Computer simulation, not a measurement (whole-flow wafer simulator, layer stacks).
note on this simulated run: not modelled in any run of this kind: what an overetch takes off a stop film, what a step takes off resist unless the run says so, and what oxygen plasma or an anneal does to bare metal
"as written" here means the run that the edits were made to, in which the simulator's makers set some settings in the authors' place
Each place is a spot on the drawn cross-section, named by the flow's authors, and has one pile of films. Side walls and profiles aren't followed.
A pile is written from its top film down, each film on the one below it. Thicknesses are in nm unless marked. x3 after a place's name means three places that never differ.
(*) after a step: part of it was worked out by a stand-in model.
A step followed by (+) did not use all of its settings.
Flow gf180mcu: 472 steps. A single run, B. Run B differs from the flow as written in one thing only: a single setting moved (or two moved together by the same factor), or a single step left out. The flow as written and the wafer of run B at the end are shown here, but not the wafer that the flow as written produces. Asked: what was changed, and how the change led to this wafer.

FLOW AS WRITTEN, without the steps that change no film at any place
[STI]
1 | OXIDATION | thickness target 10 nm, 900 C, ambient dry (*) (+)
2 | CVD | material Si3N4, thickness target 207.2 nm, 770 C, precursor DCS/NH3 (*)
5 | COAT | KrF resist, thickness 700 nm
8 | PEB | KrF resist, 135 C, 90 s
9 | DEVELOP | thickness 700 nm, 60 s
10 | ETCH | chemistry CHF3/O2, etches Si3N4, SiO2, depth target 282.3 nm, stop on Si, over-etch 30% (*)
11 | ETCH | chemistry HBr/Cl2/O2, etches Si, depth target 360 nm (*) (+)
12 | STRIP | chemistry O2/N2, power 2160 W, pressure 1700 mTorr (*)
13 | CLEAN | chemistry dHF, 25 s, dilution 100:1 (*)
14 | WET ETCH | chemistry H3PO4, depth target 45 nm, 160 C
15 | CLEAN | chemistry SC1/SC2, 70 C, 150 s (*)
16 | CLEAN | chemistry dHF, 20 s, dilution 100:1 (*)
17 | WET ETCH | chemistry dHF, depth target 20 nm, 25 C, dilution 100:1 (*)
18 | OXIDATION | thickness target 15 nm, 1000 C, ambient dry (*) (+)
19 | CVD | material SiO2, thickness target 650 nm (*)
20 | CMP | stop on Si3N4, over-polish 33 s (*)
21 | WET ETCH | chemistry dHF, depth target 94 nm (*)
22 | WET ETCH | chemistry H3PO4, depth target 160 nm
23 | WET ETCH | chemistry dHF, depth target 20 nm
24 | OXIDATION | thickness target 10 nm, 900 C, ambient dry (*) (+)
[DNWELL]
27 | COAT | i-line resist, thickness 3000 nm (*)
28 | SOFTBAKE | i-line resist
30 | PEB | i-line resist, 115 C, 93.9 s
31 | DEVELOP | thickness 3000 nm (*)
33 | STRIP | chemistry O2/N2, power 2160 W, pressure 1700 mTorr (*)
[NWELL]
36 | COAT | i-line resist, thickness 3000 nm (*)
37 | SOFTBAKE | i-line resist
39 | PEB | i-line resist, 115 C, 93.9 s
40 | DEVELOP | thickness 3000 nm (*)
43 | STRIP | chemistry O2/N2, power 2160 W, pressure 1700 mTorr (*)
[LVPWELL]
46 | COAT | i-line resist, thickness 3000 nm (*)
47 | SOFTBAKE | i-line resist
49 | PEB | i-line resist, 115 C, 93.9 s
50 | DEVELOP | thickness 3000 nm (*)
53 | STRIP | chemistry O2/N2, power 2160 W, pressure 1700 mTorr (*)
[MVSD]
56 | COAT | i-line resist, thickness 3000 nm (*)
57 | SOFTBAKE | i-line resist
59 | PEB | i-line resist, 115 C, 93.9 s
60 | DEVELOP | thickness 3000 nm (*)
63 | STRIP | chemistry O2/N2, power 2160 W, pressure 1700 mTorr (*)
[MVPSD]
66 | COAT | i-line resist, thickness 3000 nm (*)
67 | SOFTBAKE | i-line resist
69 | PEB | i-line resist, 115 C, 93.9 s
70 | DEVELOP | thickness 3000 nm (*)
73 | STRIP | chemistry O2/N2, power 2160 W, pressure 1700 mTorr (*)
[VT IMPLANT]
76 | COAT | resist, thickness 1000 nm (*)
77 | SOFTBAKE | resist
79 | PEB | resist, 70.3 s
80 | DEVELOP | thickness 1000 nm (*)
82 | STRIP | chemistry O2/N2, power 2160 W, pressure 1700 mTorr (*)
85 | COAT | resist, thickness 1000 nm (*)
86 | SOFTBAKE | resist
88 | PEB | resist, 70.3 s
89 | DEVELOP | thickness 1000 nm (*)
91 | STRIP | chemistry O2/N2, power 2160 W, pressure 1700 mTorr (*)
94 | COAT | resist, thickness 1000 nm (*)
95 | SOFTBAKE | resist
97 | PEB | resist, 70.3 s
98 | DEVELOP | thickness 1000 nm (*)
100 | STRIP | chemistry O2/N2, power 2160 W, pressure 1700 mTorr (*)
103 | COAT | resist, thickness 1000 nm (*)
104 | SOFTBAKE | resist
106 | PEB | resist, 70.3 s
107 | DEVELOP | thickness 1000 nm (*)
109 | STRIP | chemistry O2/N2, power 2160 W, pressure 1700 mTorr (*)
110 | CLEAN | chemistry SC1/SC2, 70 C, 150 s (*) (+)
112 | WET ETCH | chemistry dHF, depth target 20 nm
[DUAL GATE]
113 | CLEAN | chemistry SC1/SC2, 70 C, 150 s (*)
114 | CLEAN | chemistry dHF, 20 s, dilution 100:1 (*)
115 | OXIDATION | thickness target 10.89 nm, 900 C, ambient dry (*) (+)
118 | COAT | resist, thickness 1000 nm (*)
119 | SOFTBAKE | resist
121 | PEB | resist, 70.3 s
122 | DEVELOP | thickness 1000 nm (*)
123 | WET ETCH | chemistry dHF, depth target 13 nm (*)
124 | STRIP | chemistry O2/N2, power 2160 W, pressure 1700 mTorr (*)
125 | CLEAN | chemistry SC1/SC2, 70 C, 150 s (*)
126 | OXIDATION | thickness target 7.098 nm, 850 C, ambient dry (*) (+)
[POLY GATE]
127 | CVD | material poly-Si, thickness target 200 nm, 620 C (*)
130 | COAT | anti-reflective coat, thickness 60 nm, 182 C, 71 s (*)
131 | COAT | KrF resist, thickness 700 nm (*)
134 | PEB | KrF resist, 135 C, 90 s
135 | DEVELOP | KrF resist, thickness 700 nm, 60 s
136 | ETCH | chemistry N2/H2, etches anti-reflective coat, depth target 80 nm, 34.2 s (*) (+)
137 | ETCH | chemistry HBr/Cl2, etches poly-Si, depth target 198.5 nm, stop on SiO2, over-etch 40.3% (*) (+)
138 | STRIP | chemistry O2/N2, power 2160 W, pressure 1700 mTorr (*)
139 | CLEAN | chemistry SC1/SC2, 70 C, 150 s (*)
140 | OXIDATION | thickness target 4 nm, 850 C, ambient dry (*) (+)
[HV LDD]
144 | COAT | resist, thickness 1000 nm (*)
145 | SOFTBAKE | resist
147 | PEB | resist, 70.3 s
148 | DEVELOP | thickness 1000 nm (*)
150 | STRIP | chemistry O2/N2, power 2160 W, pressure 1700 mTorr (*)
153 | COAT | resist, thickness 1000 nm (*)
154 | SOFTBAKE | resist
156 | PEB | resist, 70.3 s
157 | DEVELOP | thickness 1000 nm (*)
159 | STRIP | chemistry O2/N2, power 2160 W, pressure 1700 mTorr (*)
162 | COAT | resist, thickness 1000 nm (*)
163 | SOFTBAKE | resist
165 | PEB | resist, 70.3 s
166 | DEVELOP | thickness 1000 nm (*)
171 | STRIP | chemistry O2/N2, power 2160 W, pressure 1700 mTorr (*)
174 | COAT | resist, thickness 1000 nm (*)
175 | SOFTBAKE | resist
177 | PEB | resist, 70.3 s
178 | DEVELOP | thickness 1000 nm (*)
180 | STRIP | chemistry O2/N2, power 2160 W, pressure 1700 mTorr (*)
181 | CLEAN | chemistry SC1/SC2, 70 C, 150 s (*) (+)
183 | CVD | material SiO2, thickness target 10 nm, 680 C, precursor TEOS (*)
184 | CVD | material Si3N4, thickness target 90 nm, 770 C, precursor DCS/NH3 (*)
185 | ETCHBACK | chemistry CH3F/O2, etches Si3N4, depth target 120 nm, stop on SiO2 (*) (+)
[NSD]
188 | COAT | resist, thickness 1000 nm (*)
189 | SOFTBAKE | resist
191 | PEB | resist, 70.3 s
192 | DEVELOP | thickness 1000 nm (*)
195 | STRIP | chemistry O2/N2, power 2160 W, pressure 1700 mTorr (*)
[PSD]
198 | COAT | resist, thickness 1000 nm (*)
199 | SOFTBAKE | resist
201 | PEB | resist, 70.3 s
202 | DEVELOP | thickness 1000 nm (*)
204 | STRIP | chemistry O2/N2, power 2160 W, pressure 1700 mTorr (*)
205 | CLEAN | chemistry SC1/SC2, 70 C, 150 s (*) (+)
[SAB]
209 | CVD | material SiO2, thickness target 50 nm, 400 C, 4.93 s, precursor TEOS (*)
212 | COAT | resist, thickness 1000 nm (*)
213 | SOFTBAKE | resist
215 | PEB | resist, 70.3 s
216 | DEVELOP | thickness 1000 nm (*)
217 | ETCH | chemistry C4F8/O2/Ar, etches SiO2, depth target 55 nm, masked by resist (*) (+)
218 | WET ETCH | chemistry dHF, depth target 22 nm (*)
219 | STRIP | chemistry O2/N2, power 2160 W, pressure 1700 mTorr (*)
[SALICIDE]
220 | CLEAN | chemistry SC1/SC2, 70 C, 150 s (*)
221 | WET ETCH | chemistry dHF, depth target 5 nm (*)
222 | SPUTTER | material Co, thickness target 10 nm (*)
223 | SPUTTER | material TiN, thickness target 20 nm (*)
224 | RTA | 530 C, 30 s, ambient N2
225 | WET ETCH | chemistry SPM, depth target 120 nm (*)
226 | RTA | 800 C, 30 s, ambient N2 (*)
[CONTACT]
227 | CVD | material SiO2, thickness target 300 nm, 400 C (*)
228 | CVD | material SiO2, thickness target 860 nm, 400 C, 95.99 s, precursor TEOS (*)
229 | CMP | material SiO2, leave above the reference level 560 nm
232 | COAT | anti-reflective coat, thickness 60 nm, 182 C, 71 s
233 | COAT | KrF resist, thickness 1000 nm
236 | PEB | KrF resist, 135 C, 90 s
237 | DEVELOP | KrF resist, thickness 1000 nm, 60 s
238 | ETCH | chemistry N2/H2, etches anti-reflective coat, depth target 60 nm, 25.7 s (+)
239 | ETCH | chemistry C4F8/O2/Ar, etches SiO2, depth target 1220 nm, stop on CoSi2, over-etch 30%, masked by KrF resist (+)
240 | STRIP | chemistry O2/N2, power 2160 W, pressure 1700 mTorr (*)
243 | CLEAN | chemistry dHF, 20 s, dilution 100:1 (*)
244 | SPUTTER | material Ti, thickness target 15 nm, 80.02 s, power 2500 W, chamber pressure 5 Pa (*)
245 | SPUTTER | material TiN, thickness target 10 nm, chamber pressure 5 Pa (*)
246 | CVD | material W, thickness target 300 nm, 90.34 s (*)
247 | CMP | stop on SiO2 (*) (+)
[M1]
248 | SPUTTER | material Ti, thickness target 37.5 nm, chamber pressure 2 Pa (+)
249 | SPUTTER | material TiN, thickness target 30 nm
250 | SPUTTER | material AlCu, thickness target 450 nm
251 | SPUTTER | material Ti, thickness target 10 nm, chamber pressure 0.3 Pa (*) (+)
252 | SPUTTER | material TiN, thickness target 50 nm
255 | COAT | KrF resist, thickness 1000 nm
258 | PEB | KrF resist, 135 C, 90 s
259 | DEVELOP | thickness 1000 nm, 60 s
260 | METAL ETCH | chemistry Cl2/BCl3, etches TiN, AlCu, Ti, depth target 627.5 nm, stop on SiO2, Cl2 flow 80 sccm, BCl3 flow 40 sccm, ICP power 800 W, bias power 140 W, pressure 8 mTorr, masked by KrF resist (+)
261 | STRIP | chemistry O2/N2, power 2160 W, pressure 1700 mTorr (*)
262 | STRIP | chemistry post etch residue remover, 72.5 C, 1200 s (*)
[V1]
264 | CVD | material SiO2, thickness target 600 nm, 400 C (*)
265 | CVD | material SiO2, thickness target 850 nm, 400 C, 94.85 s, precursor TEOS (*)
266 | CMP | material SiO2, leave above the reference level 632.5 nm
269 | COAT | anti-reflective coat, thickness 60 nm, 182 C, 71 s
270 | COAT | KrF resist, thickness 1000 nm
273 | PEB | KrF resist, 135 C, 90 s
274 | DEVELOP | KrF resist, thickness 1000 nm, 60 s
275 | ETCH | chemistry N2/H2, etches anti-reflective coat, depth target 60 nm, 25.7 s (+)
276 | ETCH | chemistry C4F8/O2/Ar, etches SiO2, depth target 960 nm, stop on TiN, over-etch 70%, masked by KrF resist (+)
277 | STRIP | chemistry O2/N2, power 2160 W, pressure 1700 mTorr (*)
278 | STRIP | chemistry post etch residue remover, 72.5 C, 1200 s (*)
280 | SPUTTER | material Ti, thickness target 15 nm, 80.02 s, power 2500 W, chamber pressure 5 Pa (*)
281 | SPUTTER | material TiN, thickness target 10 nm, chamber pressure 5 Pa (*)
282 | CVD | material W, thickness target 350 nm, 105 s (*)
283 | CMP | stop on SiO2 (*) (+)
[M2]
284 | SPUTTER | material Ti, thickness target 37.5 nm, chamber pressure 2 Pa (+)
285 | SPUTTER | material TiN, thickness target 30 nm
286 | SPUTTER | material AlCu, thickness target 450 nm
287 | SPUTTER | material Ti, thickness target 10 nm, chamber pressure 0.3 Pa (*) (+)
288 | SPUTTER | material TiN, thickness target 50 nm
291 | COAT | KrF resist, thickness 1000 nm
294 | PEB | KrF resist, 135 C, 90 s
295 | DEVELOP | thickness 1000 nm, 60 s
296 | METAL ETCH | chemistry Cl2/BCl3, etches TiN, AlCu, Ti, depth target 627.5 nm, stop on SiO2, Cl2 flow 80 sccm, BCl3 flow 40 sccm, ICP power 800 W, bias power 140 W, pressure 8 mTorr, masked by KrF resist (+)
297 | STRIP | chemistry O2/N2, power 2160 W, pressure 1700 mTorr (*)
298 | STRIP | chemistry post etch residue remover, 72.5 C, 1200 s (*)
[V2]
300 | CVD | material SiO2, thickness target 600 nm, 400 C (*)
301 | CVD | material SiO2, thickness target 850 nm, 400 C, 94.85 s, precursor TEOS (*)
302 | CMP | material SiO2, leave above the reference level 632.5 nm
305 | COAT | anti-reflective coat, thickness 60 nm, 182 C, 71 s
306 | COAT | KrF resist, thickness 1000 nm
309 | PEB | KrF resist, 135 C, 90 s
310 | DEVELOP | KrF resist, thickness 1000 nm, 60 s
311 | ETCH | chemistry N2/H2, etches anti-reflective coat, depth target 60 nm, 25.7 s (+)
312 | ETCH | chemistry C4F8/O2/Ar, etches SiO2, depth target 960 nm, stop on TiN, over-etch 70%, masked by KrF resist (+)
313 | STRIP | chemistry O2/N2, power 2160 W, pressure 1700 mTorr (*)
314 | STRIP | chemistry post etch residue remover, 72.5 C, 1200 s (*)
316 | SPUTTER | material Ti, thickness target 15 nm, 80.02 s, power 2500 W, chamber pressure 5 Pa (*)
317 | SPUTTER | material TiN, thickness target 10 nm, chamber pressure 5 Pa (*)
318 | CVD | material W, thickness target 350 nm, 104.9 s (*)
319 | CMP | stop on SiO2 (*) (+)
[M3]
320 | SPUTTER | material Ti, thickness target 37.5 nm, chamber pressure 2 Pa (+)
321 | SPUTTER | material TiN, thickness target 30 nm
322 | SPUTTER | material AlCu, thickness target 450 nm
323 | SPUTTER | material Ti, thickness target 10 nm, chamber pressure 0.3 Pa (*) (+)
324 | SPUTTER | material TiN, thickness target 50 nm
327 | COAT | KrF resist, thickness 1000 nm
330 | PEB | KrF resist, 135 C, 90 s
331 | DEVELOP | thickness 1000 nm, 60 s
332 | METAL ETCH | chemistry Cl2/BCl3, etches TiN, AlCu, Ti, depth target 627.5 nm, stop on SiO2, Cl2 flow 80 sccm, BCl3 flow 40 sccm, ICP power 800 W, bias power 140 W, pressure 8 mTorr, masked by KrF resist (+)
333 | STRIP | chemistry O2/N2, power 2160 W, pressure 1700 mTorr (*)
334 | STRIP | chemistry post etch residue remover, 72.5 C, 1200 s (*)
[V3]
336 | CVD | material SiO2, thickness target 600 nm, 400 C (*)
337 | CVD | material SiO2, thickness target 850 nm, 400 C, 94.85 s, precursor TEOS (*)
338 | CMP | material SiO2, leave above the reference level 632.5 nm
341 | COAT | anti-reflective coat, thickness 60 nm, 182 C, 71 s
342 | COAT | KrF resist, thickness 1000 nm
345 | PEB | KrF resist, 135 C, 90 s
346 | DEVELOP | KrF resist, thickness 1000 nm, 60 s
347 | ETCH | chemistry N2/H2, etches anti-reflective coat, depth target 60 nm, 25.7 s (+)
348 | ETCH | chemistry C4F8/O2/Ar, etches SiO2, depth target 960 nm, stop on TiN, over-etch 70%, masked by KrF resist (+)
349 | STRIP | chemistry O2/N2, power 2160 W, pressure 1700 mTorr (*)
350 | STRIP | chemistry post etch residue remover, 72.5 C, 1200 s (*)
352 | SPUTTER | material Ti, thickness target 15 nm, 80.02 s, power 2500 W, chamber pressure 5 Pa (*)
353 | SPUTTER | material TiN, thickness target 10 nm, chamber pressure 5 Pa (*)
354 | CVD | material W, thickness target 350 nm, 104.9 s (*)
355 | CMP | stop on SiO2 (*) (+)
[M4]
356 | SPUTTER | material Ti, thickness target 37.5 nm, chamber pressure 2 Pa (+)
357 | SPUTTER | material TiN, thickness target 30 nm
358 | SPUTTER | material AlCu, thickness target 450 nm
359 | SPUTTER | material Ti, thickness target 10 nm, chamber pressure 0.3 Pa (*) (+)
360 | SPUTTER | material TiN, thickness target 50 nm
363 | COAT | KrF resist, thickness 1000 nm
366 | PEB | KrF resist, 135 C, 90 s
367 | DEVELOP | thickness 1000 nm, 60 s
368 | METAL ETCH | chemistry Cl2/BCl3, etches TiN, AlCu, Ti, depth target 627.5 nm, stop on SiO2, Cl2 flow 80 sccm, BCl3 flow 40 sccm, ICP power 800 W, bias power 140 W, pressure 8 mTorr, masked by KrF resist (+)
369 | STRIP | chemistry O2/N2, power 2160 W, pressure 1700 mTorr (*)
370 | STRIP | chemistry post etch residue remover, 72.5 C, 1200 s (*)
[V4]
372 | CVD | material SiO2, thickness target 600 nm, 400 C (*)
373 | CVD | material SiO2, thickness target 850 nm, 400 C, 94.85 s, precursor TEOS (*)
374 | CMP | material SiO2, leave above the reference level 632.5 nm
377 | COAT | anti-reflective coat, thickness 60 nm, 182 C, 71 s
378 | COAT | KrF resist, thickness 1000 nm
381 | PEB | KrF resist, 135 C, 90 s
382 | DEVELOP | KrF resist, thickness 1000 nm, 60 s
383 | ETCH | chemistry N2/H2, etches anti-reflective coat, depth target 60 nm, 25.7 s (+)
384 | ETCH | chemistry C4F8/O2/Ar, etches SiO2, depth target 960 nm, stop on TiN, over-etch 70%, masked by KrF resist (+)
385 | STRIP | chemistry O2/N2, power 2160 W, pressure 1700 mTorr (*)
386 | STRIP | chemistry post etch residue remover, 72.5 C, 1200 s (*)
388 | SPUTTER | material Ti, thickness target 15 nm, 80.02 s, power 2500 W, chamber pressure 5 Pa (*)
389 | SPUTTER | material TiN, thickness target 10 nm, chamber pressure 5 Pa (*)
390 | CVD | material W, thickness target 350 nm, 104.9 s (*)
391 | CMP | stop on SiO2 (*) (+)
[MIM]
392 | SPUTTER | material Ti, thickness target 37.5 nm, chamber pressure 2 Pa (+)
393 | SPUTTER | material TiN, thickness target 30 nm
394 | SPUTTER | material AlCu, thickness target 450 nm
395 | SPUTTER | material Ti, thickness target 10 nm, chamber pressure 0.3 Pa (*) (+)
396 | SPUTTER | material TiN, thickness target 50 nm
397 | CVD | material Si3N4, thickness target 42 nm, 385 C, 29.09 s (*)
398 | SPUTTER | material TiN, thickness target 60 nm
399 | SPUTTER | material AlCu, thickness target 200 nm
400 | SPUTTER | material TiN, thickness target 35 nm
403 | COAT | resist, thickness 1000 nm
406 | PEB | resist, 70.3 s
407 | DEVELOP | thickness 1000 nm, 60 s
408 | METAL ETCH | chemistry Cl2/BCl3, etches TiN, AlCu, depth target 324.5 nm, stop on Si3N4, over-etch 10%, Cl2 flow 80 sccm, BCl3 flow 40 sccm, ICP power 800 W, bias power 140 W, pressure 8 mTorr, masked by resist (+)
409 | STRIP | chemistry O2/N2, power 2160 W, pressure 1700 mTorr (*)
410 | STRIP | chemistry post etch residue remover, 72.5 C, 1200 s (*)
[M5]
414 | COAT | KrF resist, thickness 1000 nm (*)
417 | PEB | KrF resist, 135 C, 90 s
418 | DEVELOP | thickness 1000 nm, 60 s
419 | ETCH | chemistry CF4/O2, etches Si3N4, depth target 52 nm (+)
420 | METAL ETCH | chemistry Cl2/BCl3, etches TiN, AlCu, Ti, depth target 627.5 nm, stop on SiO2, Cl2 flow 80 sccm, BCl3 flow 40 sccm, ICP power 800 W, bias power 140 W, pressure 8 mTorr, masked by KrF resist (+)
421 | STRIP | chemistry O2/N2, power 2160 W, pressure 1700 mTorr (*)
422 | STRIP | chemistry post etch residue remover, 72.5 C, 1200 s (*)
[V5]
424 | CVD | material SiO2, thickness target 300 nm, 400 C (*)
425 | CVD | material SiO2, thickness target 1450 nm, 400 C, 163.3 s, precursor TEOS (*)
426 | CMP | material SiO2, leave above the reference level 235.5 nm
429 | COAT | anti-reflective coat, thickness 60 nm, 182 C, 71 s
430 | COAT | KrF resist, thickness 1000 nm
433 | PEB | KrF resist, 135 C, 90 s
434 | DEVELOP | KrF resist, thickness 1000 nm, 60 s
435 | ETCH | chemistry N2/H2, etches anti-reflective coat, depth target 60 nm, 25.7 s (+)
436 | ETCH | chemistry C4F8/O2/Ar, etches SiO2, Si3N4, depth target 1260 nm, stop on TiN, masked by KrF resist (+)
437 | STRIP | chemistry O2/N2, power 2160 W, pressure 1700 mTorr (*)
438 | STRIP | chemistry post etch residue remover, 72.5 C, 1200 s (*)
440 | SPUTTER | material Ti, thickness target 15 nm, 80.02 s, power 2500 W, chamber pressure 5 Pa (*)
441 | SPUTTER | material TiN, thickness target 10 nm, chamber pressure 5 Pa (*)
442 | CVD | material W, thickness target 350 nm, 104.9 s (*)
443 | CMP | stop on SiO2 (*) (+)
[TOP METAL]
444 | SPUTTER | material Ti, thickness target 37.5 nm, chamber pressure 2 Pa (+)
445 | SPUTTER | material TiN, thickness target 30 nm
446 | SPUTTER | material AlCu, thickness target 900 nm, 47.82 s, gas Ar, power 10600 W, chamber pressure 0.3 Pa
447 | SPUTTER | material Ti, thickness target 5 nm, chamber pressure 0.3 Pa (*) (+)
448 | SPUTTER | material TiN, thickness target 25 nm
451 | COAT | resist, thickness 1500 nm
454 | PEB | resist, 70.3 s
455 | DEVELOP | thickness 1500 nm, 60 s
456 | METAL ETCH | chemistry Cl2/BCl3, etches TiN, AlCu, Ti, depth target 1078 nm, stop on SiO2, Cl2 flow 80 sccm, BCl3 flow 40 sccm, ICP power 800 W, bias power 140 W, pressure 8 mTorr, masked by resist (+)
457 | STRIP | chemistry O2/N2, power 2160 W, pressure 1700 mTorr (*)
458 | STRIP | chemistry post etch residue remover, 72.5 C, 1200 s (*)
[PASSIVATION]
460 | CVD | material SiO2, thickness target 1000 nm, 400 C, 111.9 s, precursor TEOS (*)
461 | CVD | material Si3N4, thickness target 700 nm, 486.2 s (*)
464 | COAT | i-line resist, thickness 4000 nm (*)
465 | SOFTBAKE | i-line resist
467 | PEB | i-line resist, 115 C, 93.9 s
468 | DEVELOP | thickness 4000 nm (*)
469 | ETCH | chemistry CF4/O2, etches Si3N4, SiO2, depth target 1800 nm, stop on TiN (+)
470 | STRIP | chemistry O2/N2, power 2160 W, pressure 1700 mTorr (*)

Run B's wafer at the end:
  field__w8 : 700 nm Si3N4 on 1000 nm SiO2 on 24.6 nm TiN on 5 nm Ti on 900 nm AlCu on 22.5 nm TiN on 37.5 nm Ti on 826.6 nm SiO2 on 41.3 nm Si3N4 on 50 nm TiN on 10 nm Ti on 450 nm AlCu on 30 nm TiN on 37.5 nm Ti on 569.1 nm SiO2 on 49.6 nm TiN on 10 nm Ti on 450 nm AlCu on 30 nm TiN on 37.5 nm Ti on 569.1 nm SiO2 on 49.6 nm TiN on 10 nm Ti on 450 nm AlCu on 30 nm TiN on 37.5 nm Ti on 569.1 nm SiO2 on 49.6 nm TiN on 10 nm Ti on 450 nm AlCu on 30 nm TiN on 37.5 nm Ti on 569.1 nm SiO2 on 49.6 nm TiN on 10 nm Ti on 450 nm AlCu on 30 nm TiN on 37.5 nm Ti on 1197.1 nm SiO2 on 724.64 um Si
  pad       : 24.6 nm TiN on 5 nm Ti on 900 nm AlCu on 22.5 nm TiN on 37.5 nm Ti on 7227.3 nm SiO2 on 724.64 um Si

What caused this: step 445, SPUTTER: thickness target 22.5 nm was run, whereas the flow has thickness target 30 nm.
The wafer itself shows it: field__w8 has TiN 22.5, and step 445 as written asks for 30 nm.

Step by step, how the change led to this:
  445 | SPUTTER | material TiN, thickness target 30 nm
      field, field__w1, field__w2 and 109 more: TiN gains 22.5 (new film) (as written it would have been: TiN gains 30 (new film))
  456 | METAL ETCH | chemistry Cl2/BCl3, etches TiN, AlCu, Ti, depth target 1078 nm, stop on SiO2, Cl2 flow 80 sccm, BCl3 flow 40 sccm, ICP power 800 W, bias power 140 W, pressure 8 mTorr, masked by resist (+)
      field, field__w1, field__w2 and 103 more: TiN loses 25 (all of it), Ti loses 5 (all of it), AlCu loses 900 (all of it), TiN loses 22.5 (all of it), Ti loses 37.5 (all of it) (as written it would have been: TiN loses 25 (all of it), Ti loses 5 (all of it), AlCu loses 900 (all of it), TiN loses 30 (all of it), Ti loses 37.5 (all of it))
